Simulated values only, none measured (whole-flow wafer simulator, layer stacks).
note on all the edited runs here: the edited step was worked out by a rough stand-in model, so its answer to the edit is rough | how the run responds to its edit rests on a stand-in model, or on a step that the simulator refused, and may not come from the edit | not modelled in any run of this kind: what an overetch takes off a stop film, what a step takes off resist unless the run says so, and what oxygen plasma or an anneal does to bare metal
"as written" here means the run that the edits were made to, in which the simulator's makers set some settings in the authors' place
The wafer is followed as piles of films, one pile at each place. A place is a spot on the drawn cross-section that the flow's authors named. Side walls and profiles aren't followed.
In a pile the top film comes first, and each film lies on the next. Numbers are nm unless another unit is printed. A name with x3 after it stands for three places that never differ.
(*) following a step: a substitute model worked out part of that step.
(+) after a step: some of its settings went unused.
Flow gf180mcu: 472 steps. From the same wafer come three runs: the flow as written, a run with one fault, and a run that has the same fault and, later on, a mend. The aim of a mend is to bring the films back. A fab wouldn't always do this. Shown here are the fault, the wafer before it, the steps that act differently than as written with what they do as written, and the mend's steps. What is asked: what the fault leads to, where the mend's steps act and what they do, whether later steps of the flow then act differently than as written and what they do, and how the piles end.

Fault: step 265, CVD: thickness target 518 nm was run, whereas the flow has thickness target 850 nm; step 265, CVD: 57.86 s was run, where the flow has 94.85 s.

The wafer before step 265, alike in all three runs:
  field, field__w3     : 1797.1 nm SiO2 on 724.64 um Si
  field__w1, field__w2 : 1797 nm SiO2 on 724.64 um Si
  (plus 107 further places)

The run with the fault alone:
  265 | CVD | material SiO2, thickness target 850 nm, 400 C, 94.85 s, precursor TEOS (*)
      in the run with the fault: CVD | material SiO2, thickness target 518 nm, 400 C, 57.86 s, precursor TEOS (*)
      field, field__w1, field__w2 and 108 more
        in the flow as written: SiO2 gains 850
        in the run with the fault: SiO2 gains 525.6
  Steps later in the flow that act otherwise than as written (7 other steps are not shown; they differ only slightly, by no more than 2% or 0.5 nm, whichever is larger):
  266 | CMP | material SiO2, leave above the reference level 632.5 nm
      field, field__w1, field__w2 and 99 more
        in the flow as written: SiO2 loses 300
        in the run with the fault: nothing
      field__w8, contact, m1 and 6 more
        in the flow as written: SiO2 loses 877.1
        in the run with the fault: SiO2 loses 552.7
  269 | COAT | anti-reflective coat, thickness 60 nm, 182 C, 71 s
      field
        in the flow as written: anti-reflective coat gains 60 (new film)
        in the run with the fault: anti-reflective coat gains 69.5 (new film)
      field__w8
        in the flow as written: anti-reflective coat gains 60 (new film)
        in the run with the fault: anti-reflective coat gains 46 (new film)
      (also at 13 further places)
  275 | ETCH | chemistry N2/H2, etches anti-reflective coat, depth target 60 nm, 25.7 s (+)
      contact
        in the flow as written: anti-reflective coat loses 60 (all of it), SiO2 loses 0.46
        in the run with the fault: anti-reflective coat loses 45.9 (all of it), SiO2 loses 0.82
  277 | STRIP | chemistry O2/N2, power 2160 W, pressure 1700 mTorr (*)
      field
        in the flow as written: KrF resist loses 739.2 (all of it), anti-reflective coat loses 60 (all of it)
        in the run with the fault: KrF resist loses 734.2 (all of it), anti-reflective coat loses 69.5 (all of it)
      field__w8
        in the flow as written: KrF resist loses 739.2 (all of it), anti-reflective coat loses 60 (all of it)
        in the run with the fault: KrF resist loses 736.9 (all of it), anti-reflective coat loses 46 (all of it)
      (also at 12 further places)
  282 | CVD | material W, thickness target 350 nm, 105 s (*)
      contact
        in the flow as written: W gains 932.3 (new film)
        in the run with the fault: W gains 907.7 (new film)
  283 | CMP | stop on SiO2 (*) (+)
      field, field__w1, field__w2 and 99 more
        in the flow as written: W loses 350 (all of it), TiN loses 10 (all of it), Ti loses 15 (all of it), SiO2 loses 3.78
        in the run with the fault: W loses 350 (all of it), TiN loses 10 (all of it), Ti loses 10.6
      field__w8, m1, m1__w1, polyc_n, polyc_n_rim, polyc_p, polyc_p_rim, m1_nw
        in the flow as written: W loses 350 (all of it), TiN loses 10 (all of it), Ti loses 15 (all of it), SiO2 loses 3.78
        in the run with the fault: W loses 350 (all of it), TiN loses 10 (all of it), Ti loses 15 (all of it), SiO2 loses 20
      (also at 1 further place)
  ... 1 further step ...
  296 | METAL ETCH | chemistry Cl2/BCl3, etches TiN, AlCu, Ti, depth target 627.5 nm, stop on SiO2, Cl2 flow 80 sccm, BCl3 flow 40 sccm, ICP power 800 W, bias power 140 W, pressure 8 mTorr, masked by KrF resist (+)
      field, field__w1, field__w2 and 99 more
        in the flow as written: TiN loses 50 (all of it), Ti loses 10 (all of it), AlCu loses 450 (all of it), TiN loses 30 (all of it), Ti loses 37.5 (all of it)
        in the run with the fault: TiN loses 50 (all of it), Ti loses 10 (all of it), AlCu loses 450 (all of it), TiN loses 30 (all of it), Ti loses 41.9 (all of it)
  At field__w8, contact, m1, m1__w1, m1_nw, the piles at the end differ from the flow's by more than 2% or 0.5 nm, whichever is larger.
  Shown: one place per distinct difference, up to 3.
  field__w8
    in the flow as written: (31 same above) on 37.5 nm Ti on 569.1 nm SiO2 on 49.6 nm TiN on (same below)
    in the run with the fault: (31 same above) on 37.5 nm Ti on 552.9 nm SiO2 on 49.6 nm TiN on (same below)
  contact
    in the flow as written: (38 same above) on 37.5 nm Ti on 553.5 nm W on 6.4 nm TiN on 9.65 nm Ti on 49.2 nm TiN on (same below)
    in the run with the fault: (38 same above) on 37.5 nm Ti on 537.1 nm W on 6.5 nm TiN on 9.79 nm Ti on 49.2 nm TiN on (same below)

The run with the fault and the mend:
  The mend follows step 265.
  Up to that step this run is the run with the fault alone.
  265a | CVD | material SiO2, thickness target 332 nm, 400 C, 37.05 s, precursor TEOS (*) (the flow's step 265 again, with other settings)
      field, field__w1, field__w2 and 108 more
        SiO2 gains 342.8
  Steps later in the flow that act otherwise than as written:
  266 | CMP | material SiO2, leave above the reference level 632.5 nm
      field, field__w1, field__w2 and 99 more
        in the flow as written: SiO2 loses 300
        in the run with the mend: SiO2 loses 318.4
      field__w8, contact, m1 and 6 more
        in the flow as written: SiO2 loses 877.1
        in the run with the mend: SiO2 loses 895.5
  By the end, the piles equal the flow's at every place that both follow.
